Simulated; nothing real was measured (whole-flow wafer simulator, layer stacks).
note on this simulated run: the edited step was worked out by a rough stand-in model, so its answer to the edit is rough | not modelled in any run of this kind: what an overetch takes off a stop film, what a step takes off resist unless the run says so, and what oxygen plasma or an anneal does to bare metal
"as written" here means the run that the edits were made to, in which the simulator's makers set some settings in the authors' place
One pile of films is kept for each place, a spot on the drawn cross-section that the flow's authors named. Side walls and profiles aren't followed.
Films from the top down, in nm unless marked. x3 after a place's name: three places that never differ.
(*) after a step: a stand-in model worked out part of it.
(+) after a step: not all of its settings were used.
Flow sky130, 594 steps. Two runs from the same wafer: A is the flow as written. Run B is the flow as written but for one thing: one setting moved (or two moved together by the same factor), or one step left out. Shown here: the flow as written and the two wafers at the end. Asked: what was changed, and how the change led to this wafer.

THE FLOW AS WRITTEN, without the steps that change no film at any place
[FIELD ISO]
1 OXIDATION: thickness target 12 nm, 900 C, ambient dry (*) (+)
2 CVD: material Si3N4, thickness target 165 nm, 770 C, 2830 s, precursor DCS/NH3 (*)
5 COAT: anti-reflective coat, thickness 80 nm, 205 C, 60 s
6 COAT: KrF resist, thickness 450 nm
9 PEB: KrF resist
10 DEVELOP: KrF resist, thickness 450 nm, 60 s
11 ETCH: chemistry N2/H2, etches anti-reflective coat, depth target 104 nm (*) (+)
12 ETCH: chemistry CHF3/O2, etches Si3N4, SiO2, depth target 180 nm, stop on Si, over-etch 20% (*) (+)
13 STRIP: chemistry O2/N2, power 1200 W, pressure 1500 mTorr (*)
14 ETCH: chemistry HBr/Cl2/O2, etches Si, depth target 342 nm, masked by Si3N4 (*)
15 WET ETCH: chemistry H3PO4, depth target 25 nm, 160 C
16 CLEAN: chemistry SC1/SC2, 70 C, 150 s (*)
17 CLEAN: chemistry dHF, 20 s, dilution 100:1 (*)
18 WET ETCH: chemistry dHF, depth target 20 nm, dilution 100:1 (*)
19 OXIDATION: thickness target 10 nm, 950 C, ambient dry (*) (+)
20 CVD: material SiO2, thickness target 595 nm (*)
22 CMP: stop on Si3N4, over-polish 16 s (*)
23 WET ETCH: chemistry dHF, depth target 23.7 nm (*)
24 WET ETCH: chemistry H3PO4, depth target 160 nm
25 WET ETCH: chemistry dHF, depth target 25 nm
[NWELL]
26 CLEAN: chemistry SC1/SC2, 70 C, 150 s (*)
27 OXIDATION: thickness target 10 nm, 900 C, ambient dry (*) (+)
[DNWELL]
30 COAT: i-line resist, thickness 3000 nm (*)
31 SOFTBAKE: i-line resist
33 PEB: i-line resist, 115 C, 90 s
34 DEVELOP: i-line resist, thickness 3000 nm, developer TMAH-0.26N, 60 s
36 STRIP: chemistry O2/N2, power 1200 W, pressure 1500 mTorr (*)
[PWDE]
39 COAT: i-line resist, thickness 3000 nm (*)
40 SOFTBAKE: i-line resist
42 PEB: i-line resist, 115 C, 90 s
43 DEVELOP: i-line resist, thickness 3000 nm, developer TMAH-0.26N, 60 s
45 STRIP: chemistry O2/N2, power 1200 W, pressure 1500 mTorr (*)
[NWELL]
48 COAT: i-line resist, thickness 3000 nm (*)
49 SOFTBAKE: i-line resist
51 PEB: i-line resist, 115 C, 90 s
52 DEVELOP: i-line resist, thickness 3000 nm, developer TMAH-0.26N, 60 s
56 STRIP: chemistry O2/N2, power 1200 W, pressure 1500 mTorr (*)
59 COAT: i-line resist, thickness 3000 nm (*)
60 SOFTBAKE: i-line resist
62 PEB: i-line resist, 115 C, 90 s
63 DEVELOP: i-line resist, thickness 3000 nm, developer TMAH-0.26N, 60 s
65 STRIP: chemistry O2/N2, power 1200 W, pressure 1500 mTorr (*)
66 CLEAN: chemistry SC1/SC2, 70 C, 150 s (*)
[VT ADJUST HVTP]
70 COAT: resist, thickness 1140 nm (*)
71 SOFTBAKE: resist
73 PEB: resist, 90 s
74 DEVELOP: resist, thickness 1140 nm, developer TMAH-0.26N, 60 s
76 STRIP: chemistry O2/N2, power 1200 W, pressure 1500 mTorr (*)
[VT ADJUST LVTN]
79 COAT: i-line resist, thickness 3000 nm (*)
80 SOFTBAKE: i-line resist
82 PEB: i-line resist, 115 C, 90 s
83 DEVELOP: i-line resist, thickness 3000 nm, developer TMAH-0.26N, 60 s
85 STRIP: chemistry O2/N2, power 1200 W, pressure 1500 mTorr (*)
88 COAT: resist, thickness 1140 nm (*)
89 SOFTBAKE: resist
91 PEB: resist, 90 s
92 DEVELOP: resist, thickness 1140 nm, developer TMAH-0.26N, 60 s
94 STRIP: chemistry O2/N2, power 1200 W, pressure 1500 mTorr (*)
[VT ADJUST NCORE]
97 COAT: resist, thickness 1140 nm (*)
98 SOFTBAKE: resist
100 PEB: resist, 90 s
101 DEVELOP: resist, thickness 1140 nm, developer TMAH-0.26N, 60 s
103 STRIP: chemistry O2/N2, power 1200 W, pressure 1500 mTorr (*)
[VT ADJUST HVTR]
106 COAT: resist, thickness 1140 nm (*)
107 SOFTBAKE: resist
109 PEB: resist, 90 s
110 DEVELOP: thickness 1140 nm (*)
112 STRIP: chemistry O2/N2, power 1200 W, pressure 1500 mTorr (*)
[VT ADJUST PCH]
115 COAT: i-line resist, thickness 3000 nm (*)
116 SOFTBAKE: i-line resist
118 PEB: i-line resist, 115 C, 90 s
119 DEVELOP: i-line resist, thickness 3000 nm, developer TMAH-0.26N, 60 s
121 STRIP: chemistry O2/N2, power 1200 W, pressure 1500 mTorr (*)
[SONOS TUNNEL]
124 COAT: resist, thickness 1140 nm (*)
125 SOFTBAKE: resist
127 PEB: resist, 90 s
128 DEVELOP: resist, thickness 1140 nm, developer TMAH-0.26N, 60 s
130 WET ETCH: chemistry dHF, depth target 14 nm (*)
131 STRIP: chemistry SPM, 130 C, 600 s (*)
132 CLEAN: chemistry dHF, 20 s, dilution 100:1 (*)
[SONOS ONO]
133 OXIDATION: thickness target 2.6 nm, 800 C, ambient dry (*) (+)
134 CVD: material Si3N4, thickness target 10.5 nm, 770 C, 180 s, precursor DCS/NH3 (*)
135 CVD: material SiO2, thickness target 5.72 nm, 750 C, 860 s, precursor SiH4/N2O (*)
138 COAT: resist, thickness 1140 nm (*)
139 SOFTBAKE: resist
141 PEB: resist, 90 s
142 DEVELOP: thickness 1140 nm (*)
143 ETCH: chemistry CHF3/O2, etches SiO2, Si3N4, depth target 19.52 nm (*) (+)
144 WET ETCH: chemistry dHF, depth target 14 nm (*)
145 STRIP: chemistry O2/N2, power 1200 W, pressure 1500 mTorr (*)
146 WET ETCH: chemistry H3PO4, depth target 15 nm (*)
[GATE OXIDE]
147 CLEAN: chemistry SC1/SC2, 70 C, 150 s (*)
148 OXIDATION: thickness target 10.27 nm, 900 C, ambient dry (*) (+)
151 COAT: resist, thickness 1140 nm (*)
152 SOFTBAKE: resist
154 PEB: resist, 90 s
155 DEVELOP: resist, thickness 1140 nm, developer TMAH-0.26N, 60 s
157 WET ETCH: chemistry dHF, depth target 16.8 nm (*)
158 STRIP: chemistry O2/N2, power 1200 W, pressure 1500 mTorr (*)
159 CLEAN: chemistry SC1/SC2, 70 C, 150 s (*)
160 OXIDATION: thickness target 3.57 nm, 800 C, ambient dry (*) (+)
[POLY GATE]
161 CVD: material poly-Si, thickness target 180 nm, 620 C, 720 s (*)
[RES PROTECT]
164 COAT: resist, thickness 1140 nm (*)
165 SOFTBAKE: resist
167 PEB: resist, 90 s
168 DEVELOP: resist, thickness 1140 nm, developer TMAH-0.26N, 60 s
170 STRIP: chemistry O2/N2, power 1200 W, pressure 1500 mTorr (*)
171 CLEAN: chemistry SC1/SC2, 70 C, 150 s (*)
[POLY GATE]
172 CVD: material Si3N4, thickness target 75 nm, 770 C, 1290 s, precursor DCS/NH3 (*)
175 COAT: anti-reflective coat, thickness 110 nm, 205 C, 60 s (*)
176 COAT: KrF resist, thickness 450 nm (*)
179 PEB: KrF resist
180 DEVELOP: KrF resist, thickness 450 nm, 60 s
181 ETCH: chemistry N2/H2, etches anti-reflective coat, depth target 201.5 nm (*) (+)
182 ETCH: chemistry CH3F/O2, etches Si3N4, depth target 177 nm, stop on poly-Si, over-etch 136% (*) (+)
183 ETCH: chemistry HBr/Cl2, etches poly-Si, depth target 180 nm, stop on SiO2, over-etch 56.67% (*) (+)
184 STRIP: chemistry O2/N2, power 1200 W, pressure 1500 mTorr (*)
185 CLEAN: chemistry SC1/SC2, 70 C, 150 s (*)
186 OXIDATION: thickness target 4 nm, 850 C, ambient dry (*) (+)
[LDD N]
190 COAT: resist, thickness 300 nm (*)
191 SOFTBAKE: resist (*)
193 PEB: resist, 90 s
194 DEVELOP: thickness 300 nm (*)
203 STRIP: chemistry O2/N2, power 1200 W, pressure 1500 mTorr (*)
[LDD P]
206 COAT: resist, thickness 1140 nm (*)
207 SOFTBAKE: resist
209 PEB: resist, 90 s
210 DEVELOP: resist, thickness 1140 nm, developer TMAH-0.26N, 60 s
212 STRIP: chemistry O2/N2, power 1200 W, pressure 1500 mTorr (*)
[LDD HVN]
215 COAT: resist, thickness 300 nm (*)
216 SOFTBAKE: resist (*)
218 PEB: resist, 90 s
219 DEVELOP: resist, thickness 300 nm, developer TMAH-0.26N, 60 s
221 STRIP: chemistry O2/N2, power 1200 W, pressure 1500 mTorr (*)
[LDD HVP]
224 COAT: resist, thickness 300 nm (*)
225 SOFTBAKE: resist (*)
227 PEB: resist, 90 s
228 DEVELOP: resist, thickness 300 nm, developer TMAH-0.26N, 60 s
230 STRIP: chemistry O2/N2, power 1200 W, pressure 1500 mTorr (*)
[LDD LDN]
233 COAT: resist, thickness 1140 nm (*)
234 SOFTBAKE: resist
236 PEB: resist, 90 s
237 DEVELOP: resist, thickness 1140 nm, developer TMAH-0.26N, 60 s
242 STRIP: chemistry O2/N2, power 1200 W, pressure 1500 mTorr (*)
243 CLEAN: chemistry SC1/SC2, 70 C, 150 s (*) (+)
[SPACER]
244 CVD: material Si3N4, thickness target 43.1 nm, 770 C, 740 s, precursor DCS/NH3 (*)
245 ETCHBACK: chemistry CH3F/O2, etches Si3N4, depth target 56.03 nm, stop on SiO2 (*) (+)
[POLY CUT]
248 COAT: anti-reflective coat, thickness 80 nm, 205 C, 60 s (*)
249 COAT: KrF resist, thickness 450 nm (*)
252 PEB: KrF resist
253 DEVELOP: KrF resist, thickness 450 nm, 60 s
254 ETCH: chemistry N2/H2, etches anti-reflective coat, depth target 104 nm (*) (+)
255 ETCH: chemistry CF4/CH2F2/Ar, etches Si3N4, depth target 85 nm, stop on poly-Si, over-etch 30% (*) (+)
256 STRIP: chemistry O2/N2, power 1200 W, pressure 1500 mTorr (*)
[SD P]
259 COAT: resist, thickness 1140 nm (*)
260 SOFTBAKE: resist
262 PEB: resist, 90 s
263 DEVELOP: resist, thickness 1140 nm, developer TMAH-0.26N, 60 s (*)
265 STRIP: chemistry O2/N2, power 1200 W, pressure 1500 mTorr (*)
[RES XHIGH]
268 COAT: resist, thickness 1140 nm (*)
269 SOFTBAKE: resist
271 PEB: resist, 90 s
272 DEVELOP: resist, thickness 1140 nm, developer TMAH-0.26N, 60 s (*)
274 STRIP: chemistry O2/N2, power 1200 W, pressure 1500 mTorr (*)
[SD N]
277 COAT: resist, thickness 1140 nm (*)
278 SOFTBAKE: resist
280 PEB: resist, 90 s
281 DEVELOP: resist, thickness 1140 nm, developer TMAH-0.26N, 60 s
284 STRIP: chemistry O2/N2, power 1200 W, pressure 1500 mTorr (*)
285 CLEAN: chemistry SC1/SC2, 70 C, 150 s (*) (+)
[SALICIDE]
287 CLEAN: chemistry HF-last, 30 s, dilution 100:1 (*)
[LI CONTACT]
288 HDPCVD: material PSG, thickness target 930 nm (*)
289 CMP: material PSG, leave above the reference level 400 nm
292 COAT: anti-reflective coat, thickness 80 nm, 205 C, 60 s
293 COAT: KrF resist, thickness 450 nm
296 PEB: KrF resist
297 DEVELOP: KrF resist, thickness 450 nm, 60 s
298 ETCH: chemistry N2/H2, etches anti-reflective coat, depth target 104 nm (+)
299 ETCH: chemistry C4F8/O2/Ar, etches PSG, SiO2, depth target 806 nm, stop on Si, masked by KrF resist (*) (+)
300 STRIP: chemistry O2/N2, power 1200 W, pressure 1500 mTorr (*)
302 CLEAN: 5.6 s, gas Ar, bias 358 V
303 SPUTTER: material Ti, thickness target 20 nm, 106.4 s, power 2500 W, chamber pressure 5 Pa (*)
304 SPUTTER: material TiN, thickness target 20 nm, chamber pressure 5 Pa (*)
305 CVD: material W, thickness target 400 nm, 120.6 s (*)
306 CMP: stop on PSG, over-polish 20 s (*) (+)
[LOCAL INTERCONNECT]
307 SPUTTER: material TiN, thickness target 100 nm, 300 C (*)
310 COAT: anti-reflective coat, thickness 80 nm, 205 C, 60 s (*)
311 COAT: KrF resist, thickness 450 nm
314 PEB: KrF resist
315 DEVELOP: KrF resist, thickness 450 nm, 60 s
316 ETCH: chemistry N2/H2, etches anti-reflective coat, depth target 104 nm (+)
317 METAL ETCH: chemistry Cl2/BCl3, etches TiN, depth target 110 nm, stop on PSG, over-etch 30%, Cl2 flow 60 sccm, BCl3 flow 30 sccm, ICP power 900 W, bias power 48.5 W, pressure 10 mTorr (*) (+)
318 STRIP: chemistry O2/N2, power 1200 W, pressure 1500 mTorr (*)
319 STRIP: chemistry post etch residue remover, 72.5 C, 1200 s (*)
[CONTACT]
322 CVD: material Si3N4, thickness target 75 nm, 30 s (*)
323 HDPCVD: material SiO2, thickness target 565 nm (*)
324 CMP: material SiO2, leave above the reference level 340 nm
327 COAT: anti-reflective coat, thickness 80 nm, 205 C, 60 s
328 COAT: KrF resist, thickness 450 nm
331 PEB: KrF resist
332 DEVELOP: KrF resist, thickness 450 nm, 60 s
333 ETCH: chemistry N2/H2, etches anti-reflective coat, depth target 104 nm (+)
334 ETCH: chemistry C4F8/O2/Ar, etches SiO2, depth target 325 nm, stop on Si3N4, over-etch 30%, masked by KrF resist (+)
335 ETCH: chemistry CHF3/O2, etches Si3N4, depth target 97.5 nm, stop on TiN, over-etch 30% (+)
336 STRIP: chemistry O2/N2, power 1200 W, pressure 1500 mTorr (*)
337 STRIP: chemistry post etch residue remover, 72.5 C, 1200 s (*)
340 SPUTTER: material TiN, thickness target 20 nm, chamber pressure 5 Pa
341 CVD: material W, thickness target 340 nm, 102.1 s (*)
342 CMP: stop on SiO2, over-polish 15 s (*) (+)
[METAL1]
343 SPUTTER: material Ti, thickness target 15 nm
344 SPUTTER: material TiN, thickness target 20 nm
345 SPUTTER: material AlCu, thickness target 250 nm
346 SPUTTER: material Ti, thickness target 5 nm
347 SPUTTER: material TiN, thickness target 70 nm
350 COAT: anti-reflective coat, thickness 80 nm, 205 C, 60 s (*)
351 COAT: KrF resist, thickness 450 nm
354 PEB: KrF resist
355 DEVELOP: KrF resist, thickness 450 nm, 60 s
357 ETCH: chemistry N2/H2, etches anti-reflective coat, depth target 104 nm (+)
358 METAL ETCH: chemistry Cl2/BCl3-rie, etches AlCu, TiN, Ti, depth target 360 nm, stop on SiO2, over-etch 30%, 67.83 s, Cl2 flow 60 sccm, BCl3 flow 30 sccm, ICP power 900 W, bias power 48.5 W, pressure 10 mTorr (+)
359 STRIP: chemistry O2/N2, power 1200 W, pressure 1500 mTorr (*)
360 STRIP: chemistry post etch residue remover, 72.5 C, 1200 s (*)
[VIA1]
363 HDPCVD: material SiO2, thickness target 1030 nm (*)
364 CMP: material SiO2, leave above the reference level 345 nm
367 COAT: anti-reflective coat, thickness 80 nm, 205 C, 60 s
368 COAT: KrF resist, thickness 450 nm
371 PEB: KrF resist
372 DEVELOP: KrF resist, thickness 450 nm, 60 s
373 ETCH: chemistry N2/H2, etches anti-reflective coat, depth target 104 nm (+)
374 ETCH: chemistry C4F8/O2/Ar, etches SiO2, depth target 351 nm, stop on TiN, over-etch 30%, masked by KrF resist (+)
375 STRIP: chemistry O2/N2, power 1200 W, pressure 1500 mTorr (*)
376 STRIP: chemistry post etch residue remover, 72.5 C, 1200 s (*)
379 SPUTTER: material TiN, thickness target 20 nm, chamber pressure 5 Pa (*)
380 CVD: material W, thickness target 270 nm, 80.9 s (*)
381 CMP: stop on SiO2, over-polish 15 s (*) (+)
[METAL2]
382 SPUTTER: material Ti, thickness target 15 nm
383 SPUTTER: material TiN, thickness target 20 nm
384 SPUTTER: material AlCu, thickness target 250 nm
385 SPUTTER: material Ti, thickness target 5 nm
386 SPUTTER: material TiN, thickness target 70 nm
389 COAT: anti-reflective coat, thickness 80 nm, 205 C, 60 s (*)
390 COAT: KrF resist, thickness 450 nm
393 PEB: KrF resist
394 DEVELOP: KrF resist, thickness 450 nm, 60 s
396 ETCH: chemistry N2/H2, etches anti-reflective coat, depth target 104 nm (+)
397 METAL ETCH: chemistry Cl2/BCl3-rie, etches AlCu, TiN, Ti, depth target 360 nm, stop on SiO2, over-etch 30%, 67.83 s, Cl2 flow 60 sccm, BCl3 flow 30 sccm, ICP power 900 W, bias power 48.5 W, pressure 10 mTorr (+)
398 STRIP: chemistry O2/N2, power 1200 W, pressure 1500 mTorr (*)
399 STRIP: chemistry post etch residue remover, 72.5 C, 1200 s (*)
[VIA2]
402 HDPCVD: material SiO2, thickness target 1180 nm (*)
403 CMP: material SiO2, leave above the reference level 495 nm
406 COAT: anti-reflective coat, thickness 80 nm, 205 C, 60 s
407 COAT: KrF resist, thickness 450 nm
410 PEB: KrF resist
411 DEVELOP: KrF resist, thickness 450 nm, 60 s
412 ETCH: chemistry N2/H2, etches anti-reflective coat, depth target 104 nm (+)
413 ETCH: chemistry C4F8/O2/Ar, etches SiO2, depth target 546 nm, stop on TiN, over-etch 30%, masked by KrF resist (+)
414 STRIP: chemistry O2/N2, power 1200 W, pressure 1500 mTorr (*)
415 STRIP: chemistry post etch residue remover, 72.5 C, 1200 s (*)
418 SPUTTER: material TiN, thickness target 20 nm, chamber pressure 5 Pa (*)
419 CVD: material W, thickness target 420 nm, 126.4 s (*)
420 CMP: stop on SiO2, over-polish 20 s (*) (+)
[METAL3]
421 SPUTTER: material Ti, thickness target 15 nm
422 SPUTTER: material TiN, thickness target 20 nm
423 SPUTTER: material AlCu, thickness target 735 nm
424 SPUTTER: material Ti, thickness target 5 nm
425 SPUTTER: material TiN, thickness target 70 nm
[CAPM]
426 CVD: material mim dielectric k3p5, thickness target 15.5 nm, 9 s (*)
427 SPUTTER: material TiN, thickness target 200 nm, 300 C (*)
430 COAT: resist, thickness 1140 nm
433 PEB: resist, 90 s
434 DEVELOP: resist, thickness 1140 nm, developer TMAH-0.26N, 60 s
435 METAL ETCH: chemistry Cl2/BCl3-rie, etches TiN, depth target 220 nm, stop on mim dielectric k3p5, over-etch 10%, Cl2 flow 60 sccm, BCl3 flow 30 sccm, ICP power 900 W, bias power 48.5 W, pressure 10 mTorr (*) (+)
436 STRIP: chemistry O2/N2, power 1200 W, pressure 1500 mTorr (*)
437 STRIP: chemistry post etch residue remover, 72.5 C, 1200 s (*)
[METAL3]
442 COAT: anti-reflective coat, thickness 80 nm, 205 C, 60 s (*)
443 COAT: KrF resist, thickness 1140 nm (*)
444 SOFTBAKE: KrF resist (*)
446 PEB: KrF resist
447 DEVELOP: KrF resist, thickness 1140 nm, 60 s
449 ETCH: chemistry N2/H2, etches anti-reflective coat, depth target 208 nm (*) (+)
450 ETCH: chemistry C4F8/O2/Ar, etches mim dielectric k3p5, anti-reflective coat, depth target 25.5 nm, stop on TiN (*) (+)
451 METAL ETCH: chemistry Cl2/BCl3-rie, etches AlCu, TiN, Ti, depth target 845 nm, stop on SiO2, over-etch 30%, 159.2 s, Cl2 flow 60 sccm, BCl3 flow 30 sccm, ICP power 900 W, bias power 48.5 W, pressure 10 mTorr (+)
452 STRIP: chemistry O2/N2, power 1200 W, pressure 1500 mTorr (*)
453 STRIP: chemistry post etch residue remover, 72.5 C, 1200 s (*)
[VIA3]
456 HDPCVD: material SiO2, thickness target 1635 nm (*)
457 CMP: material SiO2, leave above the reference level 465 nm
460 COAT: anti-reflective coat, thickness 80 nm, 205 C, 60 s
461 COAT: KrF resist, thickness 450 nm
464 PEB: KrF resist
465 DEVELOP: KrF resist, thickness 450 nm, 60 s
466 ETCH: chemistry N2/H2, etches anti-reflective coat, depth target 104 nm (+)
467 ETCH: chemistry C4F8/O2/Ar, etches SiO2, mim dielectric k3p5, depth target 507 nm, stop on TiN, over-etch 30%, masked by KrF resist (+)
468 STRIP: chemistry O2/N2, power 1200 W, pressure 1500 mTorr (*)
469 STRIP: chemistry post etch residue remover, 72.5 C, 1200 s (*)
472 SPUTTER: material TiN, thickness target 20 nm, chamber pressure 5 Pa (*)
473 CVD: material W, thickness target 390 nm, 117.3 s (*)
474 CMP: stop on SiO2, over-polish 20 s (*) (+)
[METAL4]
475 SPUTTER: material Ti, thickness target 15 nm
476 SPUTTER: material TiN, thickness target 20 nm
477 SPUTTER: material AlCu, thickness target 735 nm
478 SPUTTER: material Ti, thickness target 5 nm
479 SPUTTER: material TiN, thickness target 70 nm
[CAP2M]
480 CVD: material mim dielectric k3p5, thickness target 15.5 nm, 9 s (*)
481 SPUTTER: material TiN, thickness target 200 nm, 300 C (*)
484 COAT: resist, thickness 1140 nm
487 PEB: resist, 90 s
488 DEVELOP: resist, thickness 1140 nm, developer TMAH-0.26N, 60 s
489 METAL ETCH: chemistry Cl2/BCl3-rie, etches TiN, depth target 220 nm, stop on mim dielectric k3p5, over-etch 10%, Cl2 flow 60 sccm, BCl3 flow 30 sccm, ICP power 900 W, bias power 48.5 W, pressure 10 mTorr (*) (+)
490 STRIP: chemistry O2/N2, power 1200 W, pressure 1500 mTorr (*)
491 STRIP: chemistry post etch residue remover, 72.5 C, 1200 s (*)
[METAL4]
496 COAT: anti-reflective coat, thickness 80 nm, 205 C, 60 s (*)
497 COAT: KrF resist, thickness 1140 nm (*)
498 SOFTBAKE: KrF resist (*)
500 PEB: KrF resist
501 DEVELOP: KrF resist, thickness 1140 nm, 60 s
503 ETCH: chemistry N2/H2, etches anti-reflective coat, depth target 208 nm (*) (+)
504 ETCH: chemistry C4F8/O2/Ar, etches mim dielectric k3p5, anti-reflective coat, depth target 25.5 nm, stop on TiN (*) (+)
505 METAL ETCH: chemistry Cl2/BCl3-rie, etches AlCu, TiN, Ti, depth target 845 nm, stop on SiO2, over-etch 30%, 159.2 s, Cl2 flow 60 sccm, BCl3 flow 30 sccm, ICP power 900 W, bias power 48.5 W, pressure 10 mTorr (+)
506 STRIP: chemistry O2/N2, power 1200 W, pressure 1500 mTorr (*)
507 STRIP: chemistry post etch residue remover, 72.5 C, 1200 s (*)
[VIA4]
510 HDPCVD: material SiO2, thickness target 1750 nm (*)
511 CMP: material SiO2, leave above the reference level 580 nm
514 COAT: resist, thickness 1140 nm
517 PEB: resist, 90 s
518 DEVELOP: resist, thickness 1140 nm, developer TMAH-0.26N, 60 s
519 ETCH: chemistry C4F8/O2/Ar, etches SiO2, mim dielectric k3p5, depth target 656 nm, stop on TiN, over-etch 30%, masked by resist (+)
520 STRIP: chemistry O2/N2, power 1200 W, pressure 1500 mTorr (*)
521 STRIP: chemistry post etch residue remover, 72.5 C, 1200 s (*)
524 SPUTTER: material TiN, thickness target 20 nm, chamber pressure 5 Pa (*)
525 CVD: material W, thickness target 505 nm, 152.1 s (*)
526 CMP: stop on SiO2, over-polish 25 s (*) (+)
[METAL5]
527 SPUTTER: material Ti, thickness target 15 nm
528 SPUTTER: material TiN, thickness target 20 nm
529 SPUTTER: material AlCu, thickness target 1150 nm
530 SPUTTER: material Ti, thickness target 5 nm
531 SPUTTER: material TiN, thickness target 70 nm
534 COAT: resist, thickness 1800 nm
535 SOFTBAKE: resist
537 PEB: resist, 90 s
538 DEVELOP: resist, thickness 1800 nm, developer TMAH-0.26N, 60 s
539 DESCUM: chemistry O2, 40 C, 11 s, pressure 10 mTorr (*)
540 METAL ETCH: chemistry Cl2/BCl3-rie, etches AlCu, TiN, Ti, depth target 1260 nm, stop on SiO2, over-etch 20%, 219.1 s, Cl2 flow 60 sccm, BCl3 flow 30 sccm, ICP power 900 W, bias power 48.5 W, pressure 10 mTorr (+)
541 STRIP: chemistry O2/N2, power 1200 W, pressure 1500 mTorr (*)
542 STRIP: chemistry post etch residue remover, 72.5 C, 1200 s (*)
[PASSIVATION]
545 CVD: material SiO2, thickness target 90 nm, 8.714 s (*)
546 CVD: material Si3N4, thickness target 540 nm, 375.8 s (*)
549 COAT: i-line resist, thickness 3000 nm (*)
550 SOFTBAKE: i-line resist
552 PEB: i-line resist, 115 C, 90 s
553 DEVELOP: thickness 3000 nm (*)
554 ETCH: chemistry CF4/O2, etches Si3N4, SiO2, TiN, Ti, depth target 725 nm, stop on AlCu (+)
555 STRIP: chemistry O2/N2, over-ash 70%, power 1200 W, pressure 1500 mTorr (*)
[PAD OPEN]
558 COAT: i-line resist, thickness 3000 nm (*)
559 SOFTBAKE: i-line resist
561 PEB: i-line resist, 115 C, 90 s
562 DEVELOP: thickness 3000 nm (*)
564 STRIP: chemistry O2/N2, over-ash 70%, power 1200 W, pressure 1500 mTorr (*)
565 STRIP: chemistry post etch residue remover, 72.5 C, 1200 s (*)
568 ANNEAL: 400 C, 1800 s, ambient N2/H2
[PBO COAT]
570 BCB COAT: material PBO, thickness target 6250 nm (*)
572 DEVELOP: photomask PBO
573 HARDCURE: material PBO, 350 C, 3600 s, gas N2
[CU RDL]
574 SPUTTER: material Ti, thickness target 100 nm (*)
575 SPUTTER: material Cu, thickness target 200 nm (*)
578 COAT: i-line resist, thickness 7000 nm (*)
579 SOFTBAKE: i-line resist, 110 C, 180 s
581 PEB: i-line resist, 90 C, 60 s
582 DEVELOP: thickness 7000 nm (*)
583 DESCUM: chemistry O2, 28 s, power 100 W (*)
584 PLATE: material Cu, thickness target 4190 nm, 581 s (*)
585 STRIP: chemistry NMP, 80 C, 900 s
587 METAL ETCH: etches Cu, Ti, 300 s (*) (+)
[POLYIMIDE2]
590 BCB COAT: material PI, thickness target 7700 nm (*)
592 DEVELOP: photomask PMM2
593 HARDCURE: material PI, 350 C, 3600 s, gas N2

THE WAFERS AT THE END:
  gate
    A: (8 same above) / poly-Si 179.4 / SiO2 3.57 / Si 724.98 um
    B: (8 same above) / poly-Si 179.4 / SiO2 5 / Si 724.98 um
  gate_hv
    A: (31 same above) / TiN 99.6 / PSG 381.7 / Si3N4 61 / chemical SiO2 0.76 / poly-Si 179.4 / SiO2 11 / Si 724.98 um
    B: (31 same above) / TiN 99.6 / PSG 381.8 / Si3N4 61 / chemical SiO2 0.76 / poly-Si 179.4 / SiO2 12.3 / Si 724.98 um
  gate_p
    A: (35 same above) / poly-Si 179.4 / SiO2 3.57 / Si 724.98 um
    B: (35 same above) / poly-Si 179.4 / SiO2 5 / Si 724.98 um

The cause: step 160, OXIDATION: thickness target 5 nm was run, where the flow has thickness target 3.57 nm.
It can be read off the wafer: gate has SiO2 5, and step 160 as written asks for 3.57 nm.

How the change led to this, step by step:
  160 OXIDATION: thickness target 3.57 nm, 800 C, ambient dry (*) (+)
      active, n_well, p_well and 58 more: A SiO2 +3.57 (new film), chemical SiO2 -0.76 (all of it), Si -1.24 | B SiO2 +5 (new film), chemical SiO2 -0.76 (all of it), Si -1.87
      gate_hv, m1, pad and 37 more: A SiO2 +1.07, Si -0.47 | B SiO2 +2.42, Si -1.07
  175 COAT: anti-reflective coat, thickness 110 nm, 205 C, 60 s (*)
      rpm_encl, rpm_encl_psd: A anti-reflective coat +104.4 (new film) | B anti-reflective coat +108.5 (new film)
  181 ETCH: chemistry N2/H2, etches anti-reflective coat, depth target 201.5 nm (*) (+)
      rpm_encl, rpm_encl_psd: A anti-reflective coat -104.4 (all of it), Si3N4 -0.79 | B anti-reflective coat -108.5 (all of it), Si3N4 -0.73
  248 COAT: anti-reflective coat, thickness 80 nm, 205 C, 60 s (*)
      gate_p_hv: A anti-reflective coat +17 (new film) | B anti-reflective coat +16.4 (new film)
      gate_lg05: A anti-reflective coat +19.7 (new film) | B anti-reflective coat +19.1 (new film)
      (and at 1 more place)
  256 STRIP: chemistry O2/N2, power 1200 W, pressure 1500 mTorr (*)
      gate_p_hv: A KrF resist -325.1 (all of it), anti-reflective coat -17 (all of it) | B KrF resist -325.3 (all of it), anti-reflective coat -16.4 (all of it)
      gate_lg05: A KrF resist -303.4 (all of it), anti-reflective coat -19.7 (all of it) | B KrF resist -303.6 (all of it), anti-reflective coat -19.1 (all of it)
      (and at 1 more place)
  299 ETCH: chemistry C4F8/O2/Ar, etches PSG, SiO2, depth target 806 nm, stop on Si, masked by KrF resist (*) (+)
      contact, ndiff_licon, ndiff_licon_cpp: A PSG -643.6 (all of it), SiO2 -1.16 (all of it) | B PSG -643.7 (all of it), SiO2 -2.35 (all of it)
  306 CMP: stop on PSG, over-polish 20 s (*) (+)
      poly_licon: A W -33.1 | B W -32.4
